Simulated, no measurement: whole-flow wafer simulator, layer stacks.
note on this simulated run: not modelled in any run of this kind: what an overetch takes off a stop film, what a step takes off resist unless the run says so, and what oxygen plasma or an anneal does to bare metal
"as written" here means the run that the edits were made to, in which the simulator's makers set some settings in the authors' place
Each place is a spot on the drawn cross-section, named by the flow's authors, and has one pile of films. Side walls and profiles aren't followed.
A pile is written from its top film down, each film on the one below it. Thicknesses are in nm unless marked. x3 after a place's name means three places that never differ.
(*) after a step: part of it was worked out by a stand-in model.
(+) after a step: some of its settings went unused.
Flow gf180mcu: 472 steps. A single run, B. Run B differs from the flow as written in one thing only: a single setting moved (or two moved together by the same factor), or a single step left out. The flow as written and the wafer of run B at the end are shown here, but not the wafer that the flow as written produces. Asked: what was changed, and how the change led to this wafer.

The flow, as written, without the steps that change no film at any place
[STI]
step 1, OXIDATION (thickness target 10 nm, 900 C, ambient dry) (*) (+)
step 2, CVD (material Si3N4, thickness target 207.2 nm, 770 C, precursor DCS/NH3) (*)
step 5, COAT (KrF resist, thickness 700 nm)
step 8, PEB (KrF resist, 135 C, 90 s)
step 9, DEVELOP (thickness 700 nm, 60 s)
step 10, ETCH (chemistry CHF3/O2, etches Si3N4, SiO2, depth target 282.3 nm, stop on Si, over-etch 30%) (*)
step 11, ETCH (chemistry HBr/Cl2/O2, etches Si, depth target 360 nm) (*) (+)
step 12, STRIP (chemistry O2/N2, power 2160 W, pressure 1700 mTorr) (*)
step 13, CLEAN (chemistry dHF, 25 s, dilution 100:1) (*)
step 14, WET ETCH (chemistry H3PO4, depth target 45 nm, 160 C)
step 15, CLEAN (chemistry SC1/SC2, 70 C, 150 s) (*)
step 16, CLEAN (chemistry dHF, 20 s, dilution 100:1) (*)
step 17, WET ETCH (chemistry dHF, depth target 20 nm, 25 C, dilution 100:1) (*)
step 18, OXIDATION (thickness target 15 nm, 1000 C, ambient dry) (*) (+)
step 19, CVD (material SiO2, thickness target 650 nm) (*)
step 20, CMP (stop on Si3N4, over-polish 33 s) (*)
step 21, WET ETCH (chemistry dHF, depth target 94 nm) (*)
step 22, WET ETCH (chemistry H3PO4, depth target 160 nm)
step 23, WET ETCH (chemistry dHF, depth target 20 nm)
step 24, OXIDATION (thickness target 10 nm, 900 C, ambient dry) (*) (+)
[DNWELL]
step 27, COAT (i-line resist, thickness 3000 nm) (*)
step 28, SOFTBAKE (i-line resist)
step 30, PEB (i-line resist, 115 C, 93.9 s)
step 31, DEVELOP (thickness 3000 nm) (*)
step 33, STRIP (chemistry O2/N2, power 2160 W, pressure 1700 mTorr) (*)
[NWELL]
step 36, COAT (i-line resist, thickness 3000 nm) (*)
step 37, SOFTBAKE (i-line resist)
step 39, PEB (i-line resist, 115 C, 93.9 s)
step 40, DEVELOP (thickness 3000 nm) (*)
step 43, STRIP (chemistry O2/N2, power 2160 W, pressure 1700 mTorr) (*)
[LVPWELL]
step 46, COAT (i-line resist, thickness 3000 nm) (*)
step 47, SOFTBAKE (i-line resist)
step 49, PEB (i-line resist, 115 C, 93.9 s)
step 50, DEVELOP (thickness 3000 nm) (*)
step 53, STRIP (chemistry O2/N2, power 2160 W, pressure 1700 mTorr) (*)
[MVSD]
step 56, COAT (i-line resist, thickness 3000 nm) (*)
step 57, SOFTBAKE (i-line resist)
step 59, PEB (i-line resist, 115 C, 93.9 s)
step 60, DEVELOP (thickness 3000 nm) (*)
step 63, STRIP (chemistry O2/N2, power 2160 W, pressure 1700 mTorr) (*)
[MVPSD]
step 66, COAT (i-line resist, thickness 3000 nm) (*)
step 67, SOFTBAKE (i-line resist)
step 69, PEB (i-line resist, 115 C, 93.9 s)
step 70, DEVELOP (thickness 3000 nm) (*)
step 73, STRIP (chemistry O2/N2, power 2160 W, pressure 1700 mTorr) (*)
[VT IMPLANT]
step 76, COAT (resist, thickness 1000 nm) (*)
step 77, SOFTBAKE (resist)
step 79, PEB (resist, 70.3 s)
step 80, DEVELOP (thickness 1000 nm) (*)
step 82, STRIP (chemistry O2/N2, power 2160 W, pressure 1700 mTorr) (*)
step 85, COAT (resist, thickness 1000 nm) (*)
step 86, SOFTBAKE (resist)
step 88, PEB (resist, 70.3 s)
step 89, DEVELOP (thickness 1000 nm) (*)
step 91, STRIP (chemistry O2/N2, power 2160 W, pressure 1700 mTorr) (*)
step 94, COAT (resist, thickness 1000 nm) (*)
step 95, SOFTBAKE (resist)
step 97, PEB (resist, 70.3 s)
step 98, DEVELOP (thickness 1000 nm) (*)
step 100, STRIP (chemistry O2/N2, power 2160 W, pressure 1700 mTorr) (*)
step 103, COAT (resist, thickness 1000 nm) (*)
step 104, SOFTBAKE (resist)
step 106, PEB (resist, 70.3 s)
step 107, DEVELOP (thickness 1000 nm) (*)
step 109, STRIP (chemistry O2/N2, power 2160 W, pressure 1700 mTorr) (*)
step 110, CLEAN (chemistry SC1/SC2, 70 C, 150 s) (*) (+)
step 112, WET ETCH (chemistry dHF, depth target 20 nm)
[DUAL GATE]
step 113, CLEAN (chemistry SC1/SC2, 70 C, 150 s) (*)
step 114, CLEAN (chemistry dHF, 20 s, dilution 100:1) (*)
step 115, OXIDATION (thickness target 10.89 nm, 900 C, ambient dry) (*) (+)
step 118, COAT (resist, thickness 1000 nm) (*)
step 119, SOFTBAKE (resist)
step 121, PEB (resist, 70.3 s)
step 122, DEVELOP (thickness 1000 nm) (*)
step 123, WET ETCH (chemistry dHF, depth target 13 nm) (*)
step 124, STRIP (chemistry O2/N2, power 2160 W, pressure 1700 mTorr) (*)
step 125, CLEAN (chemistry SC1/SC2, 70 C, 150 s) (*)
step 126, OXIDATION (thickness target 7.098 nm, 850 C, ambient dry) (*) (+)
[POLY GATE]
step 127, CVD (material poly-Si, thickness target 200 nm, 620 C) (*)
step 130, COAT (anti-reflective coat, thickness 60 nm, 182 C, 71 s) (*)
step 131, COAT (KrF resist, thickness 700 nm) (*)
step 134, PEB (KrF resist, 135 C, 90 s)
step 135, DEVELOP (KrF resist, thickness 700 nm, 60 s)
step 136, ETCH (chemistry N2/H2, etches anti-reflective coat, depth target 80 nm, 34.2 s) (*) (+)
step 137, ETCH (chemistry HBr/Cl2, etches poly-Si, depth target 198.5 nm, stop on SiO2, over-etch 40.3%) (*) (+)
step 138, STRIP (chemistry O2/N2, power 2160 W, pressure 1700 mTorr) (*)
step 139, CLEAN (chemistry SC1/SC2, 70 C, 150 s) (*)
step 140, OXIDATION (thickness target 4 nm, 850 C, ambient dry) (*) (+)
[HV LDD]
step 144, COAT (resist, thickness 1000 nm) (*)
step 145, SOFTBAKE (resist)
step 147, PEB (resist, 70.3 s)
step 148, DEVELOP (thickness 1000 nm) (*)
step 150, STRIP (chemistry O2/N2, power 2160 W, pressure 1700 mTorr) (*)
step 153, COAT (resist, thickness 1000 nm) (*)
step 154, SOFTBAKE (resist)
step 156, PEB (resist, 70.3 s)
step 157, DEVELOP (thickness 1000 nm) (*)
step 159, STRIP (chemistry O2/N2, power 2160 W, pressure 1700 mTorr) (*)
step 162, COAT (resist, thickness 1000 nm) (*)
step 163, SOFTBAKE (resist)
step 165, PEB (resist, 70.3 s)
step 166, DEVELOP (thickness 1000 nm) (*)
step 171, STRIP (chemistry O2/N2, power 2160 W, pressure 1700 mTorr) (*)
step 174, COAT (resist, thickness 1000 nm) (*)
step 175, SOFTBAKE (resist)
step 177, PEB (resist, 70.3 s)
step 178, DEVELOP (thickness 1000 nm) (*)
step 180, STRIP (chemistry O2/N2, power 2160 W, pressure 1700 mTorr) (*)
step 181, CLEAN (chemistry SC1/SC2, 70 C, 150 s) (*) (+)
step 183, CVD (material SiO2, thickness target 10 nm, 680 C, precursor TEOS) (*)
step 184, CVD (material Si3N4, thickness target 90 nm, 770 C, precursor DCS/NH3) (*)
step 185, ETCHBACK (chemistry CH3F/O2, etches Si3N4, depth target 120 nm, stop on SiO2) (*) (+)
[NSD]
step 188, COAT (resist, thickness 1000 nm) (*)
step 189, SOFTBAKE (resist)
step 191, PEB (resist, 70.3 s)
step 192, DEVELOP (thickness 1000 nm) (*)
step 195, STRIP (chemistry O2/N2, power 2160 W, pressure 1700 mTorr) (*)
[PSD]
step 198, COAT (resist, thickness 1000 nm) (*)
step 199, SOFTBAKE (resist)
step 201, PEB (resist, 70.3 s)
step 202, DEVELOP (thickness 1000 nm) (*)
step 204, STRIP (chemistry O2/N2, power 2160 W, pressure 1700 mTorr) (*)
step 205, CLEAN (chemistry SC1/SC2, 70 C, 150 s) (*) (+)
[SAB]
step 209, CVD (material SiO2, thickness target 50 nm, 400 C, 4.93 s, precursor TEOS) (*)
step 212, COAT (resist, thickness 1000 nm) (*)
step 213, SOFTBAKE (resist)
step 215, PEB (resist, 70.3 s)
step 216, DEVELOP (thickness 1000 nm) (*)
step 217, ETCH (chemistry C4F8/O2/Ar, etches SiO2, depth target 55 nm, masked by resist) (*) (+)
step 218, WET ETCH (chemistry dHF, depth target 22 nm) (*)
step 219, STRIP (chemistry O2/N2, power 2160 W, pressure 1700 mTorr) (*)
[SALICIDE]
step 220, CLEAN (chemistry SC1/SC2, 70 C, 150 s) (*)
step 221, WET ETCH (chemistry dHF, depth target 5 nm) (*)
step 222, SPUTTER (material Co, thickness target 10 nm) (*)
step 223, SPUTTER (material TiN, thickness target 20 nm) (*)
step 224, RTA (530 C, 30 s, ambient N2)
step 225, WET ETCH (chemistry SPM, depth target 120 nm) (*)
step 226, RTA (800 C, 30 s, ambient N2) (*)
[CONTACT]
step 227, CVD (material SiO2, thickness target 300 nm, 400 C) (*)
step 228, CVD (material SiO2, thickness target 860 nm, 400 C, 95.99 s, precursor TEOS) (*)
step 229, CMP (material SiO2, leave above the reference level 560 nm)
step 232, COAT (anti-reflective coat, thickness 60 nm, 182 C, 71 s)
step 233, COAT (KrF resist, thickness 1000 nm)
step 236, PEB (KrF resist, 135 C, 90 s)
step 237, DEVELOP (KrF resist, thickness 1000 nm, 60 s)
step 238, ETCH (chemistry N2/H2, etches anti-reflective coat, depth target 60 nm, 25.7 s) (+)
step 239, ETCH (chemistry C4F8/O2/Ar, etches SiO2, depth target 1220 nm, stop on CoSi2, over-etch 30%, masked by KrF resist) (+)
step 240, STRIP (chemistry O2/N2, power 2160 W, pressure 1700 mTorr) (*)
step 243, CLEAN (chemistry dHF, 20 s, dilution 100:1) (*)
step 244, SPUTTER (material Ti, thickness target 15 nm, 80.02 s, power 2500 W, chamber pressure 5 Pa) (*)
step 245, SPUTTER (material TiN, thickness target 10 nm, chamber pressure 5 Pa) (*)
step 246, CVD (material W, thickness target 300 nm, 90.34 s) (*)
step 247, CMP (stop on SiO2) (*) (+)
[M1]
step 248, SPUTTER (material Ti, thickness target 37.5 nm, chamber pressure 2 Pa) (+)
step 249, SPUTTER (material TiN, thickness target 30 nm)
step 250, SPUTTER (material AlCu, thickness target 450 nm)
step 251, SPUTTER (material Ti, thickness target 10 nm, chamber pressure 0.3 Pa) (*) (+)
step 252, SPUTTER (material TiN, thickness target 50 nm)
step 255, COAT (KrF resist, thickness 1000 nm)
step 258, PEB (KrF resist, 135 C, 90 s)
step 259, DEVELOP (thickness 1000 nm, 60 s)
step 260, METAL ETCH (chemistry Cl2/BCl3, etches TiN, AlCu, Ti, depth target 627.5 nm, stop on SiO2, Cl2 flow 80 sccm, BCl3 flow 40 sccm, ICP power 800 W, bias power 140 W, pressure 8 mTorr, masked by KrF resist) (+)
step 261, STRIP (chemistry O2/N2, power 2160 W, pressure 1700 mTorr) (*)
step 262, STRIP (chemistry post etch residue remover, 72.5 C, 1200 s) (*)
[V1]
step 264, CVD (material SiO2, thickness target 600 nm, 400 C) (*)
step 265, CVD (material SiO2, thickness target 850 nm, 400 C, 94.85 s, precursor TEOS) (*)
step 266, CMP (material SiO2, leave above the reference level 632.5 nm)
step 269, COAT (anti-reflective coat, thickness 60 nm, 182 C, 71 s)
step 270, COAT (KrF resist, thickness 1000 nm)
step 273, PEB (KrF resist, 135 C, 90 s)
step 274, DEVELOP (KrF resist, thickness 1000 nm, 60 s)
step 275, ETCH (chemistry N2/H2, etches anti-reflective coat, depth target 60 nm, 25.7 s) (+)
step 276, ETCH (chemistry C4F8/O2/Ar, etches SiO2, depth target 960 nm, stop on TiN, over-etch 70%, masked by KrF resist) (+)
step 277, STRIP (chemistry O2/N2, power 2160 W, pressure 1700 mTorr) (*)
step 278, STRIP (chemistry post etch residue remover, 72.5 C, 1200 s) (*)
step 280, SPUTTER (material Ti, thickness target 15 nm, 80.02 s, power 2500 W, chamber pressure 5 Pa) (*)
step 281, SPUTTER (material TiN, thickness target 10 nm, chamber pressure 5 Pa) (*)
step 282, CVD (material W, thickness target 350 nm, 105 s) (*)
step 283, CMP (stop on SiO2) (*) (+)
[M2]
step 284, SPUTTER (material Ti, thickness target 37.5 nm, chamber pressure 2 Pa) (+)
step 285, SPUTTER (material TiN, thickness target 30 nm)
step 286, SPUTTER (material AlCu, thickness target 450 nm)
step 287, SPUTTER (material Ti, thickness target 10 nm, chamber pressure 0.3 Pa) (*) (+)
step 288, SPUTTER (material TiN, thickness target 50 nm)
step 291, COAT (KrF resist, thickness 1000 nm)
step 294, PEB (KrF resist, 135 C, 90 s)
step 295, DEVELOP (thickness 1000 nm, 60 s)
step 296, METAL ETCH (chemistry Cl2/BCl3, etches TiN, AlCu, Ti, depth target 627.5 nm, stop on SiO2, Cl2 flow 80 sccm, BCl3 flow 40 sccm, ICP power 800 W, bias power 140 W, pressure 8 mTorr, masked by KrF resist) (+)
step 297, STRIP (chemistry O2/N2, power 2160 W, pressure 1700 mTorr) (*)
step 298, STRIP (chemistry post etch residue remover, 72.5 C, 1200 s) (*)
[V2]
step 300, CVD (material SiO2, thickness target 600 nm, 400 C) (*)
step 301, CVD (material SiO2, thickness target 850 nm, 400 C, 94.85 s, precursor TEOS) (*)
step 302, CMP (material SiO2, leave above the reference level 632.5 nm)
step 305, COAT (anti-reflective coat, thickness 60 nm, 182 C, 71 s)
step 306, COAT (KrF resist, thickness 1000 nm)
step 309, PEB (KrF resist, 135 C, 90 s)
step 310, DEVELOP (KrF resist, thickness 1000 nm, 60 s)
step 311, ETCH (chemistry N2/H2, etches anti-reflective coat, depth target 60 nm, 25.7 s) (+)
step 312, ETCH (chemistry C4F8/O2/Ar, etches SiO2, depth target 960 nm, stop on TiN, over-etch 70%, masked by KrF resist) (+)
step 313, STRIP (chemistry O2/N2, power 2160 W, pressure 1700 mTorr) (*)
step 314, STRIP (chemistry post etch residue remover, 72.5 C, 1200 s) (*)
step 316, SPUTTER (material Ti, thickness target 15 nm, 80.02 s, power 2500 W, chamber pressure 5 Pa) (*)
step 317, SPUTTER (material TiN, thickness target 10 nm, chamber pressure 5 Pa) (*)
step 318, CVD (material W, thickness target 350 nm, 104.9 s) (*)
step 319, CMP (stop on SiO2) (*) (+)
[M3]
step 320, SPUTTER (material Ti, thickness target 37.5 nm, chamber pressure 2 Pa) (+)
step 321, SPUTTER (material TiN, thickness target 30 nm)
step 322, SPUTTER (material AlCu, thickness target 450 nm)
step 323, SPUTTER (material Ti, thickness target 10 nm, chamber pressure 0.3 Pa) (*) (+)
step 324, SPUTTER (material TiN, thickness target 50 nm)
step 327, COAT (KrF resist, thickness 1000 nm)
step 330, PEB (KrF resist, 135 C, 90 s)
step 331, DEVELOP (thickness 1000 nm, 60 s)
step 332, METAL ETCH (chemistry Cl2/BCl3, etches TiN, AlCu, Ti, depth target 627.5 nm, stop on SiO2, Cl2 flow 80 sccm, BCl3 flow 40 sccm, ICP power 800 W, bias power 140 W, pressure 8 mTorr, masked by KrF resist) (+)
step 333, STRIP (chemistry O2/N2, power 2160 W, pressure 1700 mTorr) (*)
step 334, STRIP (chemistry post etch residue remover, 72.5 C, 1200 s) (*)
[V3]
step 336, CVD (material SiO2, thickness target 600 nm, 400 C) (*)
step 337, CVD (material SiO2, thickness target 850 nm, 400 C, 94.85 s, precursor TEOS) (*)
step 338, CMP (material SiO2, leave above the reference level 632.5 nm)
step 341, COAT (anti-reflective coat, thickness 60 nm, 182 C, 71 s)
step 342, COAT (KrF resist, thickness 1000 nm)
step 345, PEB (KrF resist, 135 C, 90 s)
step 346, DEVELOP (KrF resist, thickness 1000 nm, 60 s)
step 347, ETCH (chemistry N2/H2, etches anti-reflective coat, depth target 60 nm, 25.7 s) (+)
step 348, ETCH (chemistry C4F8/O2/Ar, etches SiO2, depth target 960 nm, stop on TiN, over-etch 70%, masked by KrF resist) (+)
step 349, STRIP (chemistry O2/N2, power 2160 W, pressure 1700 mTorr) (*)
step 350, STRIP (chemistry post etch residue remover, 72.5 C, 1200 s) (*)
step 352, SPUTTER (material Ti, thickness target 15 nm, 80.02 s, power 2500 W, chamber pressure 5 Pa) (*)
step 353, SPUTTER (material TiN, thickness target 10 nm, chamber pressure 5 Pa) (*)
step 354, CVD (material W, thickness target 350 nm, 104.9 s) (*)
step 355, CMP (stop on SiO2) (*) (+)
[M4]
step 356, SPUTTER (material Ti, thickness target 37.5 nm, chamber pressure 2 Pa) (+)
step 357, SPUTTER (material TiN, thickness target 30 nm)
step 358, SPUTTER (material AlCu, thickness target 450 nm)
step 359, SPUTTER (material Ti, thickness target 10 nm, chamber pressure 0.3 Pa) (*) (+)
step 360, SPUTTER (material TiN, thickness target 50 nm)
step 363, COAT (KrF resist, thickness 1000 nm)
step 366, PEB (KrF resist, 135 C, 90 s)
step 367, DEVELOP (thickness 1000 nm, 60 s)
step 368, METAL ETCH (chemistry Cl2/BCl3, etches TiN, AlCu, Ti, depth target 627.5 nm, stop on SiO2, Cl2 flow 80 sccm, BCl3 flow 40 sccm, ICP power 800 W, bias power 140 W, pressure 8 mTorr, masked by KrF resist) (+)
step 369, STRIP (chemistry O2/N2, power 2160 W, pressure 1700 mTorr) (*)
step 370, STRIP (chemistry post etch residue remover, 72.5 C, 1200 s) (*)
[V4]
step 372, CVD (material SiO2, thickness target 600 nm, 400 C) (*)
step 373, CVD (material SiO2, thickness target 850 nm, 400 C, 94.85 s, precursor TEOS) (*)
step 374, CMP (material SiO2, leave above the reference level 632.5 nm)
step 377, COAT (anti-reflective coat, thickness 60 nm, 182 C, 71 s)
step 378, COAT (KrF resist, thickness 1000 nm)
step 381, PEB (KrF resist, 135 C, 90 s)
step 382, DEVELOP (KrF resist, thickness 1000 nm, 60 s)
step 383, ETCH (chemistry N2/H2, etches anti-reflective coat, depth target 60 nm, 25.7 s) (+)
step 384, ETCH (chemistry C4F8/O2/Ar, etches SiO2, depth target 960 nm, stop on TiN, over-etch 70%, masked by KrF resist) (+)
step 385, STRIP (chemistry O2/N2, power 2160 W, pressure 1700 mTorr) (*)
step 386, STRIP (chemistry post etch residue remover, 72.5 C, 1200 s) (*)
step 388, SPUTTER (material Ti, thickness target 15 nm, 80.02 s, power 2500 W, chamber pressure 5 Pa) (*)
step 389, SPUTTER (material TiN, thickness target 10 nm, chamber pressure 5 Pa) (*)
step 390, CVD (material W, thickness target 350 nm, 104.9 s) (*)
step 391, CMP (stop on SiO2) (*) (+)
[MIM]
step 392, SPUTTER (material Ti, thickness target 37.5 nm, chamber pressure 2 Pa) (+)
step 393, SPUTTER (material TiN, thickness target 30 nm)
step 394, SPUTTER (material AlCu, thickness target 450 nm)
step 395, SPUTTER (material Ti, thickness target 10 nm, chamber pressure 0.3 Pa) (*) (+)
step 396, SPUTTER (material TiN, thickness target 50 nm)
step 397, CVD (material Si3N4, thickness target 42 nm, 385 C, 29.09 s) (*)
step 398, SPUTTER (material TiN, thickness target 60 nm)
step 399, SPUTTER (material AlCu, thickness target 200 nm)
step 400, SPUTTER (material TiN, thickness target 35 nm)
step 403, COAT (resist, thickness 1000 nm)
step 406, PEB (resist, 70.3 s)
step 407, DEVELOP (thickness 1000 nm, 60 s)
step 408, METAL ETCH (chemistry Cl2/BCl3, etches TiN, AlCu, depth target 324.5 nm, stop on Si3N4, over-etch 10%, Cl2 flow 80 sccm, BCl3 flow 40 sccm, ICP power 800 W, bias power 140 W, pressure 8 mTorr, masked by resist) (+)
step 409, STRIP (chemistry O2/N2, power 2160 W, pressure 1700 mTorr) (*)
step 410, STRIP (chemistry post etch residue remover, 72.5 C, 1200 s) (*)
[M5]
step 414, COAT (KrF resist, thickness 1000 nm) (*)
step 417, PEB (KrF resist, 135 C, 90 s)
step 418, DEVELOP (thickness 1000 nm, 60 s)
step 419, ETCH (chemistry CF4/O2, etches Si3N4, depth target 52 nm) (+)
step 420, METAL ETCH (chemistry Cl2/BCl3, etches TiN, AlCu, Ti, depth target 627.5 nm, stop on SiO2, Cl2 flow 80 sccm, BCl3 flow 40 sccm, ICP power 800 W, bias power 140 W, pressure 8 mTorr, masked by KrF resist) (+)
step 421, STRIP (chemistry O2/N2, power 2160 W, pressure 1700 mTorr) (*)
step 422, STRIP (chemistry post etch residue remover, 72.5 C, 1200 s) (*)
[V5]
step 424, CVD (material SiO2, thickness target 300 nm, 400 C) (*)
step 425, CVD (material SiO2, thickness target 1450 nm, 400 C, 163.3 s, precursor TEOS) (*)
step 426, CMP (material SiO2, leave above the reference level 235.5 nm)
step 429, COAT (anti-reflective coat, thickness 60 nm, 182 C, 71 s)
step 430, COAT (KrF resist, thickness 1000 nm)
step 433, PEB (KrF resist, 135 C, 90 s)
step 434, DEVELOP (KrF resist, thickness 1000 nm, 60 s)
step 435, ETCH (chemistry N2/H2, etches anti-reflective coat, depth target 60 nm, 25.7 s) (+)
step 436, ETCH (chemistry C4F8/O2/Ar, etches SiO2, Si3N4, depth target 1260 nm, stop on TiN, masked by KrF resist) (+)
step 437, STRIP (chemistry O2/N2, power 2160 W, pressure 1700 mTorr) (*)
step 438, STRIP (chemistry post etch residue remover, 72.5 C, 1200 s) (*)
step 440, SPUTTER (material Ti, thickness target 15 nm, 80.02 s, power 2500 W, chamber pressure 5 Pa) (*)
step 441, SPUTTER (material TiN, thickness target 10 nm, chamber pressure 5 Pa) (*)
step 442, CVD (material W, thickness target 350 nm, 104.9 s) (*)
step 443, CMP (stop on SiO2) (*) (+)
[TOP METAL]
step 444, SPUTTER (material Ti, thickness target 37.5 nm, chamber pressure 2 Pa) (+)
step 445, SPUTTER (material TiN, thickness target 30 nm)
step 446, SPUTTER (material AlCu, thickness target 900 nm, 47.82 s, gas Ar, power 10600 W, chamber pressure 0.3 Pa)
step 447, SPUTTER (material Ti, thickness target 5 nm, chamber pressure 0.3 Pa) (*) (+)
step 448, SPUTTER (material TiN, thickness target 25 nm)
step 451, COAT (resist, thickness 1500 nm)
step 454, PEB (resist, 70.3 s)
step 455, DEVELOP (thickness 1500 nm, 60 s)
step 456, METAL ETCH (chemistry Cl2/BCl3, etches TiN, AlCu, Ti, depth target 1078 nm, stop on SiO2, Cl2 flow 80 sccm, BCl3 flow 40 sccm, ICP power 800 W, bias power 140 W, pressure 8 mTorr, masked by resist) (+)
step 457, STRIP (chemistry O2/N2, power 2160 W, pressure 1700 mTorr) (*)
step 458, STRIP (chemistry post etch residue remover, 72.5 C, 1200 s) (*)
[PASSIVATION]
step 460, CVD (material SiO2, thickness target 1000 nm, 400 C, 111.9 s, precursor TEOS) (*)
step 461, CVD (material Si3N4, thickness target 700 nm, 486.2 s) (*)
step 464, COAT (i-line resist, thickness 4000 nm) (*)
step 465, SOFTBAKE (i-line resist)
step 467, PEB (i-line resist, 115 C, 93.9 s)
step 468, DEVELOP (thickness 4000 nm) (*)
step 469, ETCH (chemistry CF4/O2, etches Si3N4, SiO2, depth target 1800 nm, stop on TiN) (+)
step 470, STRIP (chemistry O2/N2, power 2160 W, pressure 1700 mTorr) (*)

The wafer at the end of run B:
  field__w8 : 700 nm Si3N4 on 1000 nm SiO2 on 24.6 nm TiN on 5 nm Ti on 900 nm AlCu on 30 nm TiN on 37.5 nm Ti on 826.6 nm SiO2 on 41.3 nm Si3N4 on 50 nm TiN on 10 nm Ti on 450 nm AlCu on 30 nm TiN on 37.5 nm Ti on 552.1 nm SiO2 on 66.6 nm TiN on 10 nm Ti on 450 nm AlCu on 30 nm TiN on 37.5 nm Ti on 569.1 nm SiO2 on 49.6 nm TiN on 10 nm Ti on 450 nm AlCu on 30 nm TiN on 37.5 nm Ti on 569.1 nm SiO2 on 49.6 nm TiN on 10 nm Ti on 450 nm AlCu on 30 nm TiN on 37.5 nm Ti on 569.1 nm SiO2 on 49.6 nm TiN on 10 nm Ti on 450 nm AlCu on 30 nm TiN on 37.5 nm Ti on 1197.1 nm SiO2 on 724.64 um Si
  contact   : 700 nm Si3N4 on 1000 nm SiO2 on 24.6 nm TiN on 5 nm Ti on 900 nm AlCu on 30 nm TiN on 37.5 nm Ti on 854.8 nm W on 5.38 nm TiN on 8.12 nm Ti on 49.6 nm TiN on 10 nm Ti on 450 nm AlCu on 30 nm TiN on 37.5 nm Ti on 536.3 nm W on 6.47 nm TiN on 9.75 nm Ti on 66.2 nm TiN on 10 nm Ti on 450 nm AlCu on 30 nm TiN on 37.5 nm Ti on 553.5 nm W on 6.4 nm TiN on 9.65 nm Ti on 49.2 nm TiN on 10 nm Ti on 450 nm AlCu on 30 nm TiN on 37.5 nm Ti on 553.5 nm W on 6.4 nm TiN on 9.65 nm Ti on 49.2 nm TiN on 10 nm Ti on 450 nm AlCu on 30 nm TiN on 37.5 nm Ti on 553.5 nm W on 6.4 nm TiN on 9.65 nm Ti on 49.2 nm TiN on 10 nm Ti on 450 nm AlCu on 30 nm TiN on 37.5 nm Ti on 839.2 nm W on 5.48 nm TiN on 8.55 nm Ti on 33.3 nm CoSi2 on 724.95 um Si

The reason: step 360, SPUTTER: thickness target 67 nm was run, while the flow as written has thickness target 50 nm.

The path from the change to this, step by step:
  step 360, SPUTTER (material TiN, thickness target 50 nm)
      field, field__w1, field__w2 and 108 more: TiN gains 67 (new film) (it would be, as written: TiN gains 50 (new film))
  step 368, METAL ETCH (chemistry Cl2/BCl3, etches TiN, AlCu, Ti, depth target 627.5 nm, stop on SiO2, Cl2 flow 80 sccm, BCl3 flow 40 sccm, ICP power 800 W, bias power 140 W, pressure 8 mTorr, masked by KrF resist) (+)
      field, field__w1, field__w2 and 103 more: TiN loses 67 (all of it), Ti loses 10 (all of it), AlCu loses 450 (all of it), TiN loses 30 (all of it), Ti loses 37.5 (all of it) (it would be, as written: TiN loses 50 (all of it), Ti loses 10 (all of it), AlCu loses 450 (all of it), TiN loses 30 (all of it), Ti loses 37.5 (all of it))
  step 384, ETCH (chemistry C4F8/O2/Ar, etches SiO2, depth target 960 nm, stop on TiN, over-etch 70%, masked by KrF resist) (+)
      contact: SiO2 loses 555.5 (all of it) (it would be, as written: SiO2 loses 572.5 (all of it))
